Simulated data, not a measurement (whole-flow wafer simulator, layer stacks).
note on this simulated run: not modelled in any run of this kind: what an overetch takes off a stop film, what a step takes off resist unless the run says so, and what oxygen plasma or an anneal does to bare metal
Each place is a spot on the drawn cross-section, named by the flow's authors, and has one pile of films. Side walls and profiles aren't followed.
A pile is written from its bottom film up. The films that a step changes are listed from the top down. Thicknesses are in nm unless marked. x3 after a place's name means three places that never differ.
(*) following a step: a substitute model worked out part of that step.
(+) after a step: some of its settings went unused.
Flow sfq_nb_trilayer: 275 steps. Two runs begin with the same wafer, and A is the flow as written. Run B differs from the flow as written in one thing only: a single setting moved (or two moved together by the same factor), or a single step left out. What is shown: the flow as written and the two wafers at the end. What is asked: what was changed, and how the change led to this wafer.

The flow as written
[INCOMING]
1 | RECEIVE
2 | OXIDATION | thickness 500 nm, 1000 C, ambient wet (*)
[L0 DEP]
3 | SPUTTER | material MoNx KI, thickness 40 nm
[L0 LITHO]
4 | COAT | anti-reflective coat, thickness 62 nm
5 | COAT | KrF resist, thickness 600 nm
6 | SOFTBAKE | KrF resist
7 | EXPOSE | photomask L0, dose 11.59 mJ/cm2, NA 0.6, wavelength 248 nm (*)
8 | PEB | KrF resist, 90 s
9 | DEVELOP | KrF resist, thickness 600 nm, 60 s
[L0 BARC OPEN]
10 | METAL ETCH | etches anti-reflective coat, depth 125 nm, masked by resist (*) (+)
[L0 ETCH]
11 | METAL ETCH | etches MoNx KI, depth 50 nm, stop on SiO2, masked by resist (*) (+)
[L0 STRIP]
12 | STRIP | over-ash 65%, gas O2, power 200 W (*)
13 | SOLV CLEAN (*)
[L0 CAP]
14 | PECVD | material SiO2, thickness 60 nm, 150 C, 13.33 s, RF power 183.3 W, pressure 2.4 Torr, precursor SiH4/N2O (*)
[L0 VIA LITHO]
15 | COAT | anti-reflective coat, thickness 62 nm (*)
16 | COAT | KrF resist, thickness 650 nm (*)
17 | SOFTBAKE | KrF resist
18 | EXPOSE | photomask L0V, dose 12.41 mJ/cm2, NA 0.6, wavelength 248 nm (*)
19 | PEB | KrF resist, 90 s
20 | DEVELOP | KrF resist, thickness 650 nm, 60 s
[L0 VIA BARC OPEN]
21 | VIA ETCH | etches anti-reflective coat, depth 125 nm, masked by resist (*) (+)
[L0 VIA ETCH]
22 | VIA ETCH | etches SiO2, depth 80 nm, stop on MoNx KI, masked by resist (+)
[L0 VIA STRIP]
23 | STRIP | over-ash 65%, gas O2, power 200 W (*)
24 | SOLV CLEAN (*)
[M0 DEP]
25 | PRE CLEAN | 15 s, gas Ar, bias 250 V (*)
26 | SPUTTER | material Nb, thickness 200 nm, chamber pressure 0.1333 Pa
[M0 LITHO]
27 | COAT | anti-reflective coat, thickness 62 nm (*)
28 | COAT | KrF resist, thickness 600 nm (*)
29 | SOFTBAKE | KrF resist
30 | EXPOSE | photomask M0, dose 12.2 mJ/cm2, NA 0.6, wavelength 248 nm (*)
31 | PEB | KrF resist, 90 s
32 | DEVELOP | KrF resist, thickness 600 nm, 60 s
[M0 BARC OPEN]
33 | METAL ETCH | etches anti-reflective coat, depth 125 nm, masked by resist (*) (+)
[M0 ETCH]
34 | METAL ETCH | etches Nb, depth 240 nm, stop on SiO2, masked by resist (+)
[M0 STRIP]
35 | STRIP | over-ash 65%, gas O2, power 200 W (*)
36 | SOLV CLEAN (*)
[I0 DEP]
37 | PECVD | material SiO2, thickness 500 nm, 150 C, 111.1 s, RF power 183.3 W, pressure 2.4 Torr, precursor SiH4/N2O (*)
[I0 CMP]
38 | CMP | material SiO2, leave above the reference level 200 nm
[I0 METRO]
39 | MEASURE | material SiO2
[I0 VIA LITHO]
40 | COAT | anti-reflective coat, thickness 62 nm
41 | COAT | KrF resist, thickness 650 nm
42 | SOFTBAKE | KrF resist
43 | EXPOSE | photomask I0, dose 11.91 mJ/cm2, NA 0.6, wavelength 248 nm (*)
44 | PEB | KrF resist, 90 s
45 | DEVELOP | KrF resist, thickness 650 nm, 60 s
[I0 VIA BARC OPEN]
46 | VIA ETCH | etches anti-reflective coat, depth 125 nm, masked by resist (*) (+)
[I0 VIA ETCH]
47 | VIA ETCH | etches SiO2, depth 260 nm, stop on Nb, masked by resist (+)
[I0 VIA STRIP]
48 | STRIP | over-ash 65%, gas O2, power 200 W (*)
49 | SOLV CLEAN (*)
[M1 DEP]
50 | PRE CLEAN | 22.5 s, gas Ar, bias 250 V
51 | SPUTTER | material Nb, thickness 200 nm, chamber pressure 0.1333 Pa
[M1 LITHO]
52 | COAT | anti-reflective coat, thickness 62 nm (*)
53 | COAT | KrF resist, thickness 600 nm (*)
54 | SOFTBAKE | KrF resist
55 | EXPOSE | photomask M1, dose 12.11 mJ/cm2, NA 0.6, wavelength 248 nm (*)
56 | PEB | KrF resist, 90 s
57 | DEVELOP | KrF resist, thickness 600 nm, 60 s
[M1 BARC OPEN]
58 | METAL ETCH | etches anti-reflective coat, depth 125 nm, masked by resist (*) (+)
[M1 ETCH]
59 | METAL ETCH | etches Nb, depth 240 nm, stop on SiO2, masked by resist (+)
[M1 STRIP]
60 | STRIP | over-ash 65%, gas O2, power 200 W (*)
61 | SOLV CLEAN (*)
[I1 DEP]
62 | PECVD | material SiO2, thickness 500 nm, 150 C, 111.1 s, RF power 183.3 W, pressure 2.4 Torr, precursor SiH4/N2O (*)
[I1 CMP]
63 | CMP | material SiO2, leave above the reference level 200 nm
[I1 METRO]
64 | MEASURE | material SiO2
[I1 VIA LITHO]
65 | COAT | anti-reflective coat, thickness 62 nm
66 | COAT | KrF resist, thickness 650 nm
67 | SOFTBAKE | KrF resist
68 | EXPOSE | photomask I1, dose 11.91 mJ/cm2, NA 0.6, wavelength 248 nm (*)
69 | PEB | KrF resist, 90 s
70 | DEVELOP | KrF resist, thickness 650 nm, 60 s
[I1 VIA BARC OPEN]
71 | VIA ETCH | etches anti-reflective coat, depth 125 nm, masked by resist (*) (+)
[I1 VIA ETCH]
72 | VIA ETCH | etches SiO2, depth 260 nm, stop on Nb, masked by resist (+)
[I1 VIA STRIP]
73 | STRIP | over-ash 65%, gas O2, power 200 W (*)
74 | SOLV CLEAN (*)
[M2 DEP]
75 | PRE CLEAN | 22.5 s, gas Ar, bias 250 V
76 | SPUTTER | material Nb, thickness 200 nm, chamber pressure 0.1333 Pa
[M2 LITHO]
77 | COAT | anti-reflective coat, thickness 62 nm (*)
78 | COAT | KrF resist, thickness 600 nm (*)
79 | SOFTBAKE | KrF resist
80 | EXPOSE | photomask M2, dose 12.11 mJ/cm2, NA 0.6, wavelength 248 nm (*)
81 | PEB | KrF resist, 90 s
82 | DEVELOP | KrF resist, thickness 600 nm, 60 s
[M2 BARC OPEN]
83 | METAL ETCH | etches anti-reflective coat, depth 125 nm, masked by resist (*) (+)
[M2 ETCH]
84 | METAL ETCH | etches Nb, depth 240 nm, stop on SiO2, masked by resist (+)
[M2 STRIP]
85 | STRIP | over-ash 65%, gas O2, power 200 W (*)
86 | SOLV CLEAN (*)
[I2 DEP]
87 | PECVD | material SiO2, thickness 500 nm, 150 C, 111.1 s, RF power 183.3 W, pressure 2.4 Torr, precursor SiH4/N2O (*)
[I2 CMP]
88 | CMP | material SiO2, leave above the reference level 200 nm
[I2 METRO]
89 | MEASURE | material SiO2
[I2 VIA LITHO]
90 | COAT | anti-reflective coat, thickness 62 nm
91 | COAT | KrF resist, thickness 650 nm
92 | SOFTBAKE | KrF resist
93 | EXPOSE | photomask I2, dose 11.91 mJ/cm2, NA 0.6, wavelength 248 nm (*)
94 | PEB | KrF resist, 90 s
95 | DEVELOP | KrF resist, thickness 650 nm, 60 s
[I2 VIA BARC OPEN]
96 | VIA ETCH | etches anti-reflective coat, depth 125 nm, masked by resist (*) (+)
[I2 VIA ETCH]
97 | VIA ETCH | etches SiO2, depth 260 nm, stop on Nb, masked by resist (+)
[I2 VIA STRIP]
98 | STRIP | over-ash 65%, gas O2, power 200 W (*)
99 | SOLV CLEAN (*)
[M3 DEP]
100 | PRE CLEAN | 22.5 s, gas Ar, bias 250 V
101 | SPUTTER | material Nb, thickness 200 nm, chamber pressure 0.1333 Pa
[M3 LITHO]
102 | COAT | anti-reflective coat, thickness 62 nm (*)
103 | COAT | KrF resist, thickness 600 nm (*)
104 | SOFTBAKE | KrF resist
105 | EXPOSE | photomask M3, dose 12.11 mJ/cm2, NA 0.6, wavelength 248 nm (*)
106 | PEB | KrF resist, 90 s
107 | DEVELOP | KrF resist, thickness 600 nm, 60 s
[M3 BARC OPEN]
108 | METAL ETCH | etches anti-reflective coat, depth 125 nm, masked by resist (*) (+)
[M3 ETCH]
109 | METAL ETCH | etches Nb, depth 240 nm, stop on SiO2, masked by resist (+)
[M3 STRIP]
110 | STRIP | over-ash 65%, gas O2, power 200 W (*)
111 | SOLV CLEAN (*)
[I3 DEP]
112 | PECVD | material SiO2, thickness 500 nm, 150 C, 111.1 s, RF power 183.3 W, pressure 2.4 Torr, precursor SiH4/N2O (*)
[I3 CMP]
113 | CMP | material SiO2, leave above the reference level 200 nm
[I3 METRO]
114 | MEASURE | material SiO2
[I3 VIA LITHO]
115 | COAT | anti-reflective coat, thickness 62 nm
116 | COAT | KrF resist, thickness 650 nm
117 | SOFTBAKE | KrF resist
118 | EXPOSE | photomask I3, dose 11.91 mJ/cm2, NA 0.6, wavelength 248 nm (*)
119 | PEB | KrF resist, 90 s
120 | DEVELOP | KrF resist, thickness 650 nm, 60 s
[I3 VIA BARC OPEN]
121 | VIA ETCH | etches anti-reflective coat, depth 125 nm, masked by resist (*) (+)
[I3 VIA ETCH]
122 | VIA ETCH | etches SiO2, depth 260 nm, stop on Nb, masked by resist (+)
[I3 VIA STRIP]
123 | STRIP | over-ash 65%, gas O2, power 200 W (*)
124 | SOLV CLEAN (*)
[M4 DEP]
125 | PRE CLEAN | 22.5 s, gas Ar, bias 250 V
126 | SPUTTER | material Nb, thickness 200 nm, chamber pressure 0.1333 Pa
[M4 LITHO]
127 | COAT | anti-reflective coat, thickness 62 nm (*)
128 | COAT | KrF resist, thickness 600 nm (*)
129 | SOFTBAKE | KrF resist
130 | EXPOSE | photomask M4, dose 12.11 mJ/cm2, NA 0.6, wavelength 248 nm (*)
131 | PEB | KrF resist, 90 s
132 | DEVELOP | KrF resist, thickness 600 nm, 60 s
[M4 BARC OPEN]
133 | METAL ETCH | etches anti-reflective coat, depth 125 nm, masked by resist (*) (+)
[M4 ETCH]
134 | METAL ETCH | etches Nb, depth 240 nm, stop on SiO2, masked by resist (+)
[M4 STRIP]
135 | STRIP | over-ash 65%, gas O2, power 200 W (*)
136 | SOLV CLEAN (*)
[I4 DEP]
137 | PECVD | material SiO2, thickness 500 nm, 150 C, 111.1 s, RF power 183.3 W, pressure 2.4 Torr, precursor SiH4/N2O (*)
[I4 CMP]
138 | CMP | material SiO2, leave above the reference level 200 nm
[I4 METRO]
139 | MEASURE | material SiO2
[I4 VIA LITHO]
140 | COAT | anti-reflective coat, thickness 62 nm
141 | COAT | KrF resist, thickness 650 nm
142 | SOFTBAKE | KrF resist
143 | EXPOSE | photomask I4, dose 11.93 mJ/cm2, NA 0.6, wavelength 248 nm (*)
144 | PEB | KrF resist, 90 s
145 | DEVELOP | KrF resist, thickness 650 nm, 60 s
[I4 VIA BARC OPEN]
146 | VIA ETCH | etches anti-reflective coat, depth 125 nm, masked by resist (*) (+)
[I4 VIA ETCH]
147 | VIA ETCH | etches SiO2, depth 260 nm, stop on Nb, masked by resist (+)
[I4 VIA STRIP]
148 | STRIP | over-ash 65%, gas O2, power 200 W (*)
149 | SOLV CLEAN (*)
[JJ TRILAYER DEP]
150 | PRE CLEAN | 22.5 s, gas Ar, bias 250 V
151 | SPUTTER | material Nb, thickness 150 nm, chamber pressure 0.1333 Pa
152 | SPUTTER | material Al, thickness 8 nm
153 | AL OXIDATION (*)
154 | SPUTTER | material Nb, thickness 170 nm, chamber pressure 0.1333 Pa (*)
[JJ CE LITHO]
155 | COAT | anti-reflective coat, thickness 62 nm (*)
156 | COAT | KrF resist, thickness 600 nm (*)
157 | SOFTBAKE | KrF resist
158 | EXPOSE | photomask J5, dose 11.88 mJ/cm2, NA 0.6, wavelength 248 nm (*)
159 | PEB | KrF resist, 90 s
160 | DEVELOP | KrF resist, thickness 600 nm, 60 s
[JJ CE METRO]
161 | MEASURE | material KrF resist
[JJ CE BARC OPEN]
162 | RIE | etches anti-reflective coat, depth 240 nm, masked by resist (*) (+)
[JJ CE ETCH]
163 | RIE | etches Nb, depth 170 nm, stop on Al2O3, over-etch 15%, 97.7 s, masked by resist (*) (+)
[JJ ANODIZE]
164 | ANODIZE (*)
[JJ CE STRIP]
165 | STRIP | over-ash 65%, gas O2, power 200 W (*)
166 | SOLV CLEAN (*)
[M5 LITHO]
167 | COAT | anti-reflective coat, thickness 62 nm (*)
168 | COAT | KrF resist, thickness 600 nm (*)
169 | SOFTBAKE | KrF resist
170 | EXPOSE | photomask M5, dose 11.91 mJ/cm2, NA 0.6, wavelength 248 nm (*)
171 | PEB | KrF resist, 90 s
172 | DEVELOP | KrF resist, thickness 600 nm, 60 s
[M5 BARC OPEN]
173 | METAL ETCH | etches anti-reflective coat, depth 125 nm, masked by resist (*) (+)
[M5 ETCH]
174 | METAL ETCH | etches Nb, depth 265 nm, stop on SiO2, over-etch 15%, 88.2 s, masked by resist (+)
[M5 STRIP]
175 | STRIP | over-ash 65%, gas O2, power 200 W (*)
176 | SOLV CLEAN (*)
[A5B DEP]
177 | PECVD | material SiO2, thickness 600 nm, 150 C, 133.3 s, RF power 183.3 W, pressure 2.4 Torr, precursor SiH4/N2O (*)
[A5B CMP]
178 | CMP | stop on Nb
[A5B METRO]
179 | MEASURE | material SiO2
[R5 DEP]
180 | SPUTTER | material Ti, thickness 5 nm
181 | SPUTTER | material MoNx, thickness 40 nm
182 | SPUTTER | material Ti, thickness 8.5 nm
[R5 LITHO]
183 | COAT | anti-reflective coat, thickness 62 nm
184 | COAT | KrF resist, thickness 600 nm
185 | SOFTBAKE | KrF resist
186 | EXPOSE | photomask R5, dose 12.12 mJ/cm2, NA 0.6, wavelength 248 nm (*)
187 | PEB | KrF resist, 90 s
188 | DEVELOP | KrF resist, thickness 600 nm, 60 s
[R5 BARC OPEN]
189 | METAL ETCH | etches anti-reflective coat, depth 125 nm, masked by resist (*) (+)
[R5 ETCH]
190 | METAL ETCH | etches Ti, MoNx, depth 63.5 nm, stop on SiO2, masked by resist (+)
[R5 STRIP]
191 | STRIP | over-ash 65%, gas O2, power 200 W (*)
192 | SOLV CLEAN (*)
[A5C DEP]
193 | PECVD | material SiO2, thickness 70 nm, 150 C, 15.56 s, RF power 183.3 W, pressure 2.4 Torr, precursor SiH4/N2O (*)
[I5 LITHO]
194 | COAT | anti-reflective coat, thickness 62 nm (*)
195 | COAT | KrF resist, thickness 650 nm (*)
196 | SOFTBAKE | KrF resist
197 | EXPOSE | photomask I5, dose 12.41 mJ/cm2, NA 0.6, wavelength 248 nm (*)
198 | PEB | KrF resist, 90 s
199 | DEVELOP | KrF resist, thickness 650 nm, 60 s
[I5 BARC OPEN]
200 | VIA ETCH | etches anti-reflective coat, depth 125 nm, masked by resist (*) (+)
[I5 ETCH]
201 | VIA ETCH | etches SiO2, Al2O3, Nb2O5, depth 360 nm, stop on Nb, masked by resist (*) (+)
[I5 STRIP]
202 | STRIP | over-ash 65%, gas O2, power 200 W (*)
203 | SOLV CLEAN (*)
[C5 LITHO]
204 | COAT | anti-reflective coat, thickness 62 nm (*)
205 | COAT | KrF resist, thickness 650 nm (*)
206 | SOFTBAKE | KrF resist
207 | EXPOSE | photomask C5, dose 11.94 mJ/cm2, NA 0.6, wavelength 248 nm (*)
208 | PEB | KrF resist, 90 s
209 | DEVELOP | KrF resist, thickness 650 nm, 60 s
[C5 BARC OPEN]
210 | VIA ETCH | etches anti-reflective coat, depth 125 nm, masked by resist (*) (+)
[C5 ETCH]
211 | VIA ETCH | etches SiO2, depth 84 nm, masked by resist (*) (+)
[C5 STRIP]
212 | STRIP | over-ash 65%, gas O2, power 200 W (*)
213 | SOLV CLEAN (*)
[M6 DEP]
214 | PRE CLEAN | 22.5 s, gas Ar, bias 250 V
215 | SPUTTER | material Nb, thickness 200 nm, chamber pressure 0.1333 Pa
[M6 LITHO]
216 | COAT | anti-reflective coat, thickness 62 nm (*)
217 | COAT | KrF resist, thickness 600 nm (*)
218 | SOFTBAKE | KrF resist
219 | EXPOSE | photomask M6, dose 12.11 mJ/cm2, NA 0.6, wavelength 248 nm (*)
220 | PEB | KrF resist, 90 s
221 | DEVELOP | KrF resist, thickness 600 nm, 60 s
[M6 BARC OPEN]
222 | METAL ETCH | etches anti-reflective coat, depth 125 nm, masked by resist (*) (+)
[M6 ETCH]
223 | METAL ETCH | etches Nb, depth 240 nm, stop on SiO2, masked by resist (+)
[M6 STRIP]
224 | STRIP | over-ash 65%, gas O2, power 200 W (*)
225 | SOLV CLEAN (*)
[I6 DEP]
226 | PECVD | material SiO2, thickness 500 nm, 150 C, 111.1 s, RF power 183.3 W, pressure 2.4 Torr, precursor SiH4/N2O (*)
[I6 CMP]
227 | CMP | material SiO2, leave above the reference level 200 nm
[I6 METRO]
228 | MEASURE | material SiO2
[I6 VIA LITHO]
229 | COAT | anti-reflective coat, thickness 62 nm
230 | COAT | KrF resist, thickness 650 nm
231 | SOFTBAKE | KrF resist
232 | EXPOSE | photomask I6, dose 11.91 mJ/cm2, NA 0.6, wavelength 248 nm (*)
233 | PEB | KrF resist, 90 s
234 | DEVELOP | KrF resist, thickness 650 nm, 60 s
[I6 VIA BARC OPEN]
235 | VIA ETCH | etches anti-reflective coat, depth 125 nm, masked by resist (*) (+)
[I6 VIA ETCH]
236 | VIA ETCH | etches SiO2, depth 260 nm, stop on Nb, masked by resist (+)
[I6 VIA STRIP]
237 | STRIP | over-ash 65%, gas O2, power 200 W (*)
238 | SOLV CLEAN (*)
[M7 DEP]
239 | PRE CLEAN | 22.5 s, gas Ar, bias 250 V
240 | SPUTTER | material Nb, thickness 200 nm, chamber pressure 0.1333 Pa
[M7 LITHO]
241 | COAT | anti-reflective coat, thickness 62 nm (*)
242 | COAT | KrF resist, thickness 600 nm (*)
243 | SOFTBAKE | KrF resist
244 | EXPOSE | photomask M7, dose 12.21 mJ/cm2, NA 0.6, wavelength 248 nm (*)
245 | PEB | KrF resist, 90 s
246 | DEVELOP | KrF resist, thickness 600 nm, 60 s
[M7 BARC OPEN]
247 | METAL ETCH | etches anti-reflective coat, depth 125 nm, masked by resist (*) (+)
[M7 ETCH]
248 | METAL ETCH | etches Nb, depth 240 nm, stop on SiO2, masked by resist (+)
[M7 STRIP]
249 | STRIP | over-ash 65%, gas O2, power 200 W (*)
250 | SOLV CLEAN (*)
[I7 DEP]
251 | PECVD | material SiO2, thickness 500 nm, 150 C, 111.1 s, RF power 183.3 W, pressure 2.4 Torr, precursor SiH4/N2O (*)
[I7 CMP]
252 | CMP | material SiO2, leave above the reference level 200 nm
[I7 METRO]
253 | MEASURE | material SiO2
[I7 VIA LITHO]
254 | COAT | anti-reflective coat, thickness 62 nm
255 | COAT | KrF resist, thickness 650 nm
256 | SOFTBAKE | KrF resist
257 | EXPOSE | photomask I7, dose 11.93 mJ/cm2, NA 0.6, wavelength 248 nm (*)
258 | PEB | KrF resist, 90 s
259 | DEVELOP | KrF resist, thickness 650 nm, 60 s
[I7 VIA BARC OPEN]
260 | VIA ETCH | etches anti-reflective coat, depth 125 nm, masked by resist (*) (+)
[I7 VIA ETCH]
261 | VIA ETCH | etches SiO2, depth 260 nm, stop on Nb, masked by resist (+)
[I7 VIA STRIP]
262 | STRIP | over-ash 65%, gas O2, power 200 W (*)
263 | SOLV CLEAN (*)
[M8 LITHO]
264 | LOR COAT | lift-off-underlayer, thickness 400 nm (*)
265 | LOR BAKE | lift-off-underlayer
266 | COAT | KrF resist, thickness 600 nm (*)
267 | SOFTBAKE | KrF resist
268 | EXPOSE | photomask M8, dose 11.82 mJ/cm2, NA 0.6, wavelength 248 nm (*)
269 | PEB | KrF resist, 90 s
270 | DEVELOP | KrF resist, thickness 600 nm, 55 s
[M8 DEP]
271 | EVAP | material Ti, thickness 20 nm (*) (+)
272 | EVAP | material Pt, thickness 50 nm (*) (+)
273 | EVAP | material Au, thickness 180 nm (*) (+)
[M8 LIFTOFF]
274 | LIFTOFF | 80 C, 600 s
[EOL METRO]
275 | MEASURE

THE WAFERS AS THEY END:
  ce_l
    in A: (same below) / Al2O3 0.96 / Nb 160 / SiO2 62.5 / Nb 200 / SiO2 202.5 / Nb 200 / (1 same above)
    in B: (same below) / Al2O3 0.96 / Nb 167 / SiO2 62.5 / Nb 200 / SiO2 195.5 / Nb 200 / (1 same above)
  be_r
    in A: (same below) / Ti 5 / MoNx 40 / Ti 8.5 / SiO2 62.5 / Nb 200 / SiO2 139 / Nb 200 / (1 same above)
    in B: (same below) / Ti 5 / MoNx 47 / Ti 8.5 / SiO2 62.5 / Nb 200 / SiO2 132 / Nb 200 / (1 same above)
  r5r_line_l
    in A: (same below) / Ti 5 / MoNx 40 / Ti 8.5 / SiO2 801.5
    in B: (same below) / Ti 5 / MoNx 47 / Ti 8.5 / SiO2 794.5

The reason: step 181, SPUTTER: thickness 47 nm was run, while the flow as written has thickness 40 nm.
The wafer itself shows it: be_r has MoNx 47, and step 181 as written asks for 40 nm.

The path from the change to this, step by step:
  181 | SPUTTER | material MoNx, thickness 40 nm
      field_l, v_sur, via_wl and 103 more: A +40 MoNx (new film) | B +47 MoNx (new film)
  190 | METAL ETCH | etches Ti, MoNx, depth 63.5 nm, stop on SiO2, masked by resist (+)
      field_l, v_sur, via_wl and 92 more: A -8.5 Ti (all of it), -40 MoNx (all of it), -5 Ti (all of it) | B -8.5 Ti (all of it), -47 MoNx (all of it), -5 Ti (all of it)
      ce_l, c5j, ce_r, wl_jj: A -8.5 Ti (all of it), -40 MoNx (all of it), -5 Ti (all of it), -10 Nb | B -8.5 Ti (all of it), -47 MoNx (all of it), -5 Ti (all of it), -3 Nb
  194 | COAT | anti-reflective coat, thickness 62 nm (*)
      r5r_spacepad_l, r5r_spacepad_r: A +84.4 anti-reflective coat (new film) | B +87.4 anti-reflective coat (new film)
      r5r_line_c, r5r_line_r: A +49.4 anti-reflective coat (new film) | B +48.3 anti-reflective coat (new film)
      (and at 7 other places as well)
  202 | STRIP | over-ash 65%, gas O2, power 200 W (*)
      jj_sur: A -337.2 KrF resist (all of it), -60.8 anti-reflective coat (all of it) | B -337.5 KrF resist (all of it), -62.2 anti-reflective coat (all of it)
      ce_l: A -341.5 KrF resist (all of it), -67.2 anti-reflective coat (all of it) | B -339.6 KrF resist (all of it), -64.1 anti-reflective coat (all of it)
      (and at 9 other places as well)
  204 | COAT | anti-reflective coat, thickness 62 nm (*)
      r5r_spacepad_l, r5r_spacepad_r: A +84.4 anti-reflective coat (new film) | B +87.4 anti-reflective coat (new film)
      r5r_line_c, r5r_line_r: A +49.4 anti-reflective coat (new film) | B +48.3 anti-reflective coat (new film)
      (and at 8 other places as well)
  210 | VIA ETCH | etches anti-reflective coat, depth 125 nm, masked by resist (*) (+)
      c5j: A -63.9 anti-reflective coat (all of it), -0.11 SiO2 | B -62.1 anti-reflective coat (all of it), -0.11 SiO2
  212 | STRIP | over-ash 65%, gas O2, power 200 W (*)
      r5r_spacepad_l, r5r_spacepad_r: A -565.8 KrF resist (all of it), -84.4 anti-reflective coat (all of it) | B -566.5 KrF resist (all of it), -87.4 anti-reflective coat (all of it)
      jj_sur: A -562 KrF resist (all of it), -59.5 anti-reflective coat (all of it) | B -562.9 KrF resist (all of it), -60.8 anti-reflective coat (all of it)
      (and at 8 other places as well)
  216 | COAT | anti-reflective coat, thickness 62 nm (*)
      r5r_spacepad_l, r5r_spacepad_r: A +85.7 anti-reflective coat (new film) | B +89.2 anti-reflective coat (new film)
      jj_sur: A +56.1 anti-reflective coat (new film) | B +58 anti-reflective coat (new film)
      (and at 4 other places as well)
  222 | METAL ETCH | etches anti-reflective coat, depth 125 nm, masked by resist (*) (+)
      r5r_spacepad_l, r5r_spacepad_r: A -85.7 anti-reflective coat (all of it) | B -89.2 anti-reflective coat (all of it)
  224 | STRIP | over-ash 65%, gas O2, power 200 W (*)
      jj_sur: A -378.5 KrF resist (all of it), -56.1 anti-reflective coat (all of it) | B -378.5 KrF resist (all of it), -58 anti-reflective coat (all of it)
      ce_l: A -397.1 KrF resist (all of it), -48 anti-reflective coat (all of it) | B -394.4 KrF resist (all of it), -46 anti-reflective coat (all of it)
      (and at 3 other places as well)
  227 | CMP | material SiO2, leave above the reference level 200 nm
      r5r_line_l, r5r_spacepad_l, r5r_spacepad_r, r5r_line_c, r5r_line_r: A -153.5 SiO2 | B -160.5 SiO2
      ce_l, ce_r, wl_jj: A -290 SiO2 | B -297 SiO2
      (and at 2 other places as well)
